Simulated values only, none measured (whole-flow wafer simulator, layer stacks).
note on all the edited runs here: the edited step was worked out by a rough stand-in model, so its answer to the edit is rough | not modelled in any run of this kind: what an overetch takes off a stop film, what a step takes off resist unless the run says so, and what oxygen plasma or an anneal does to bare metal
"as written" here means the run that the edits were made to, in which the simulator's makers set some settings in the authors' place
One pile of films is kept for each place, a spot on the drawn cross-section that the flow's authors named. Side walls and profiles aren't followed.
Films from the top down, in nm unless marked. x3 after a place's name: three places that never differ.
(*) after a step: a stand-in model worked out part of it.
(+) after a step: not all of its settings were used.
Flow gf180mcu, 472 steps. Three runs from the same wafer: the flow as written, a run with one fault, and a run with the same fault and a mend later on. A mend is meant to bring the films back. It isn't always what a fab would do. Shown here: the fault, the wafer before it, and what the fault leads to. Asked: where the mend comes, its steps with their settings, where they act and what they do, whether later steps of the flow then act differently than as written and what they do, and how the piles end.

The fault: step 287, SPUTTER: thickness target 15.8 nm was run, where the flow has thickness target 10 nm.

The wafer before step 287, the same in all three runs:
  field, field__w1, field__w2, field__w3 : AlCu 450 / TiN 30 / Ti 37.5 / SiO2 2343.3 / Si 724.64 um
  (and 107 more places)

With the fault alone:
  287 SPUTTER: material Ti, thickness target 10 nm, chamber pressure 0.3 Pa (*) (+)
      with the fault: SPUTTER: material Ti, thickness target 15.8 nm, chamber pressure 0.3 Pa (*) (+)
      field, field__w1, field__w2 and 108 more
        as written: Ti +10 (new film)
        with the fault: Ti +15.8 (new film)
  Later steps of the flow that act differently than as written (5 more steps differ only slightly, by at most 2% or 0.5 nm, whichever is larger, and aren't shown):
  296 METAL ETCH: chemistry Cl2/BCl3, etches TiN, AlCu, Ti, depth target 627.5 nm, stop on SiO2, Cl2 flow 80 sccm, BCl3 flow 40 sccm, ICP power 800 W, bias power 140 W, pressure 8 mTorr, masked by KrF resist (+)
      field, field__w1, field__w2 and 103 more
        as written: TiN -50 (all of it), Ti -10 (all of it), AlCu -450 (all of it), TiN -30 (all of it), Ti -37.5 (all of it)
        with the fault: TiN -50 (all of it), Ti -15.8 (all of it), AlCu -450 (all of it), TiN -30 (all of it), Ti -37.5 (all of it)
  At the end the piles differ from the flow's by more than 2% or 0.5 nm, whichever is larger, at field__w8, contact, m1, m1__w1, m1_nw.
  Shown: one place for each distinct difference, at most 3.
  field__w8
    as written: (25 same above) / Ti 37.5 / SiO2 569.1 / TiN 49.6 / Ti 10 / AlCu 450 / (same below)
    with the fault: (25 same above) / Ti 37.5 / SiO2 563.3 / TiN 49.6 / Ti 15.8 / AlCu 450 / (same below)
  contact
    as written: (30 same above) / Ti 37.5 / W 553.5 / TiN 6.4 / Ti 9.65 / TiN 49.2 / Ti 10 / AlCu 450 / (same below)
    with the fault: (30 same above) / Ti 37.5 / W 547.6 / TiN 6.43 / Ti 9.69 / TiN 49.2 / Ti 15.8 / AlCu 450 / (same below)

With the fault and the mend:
  The mend comes after step 287.
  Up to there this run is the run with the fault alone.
  287a METAL ETCH: chemistry Cl2/BCl3, etches TiN, AlCu, Ti, depth target 5.8 nm, Cl2 flow 80 sccm, BCl3 flow 40 sccm, ICP power 800 W, bias power 140 W, pressure 8 mTorr (the flow's step 260 once more, with other settings)
      field, field__w1, field__w2 and 108 more
        Ti -5.8
  No later step of the flow acts differently than as written at any place that is followed.
  At the end the piles are the same as the flow's at every place that both follow.
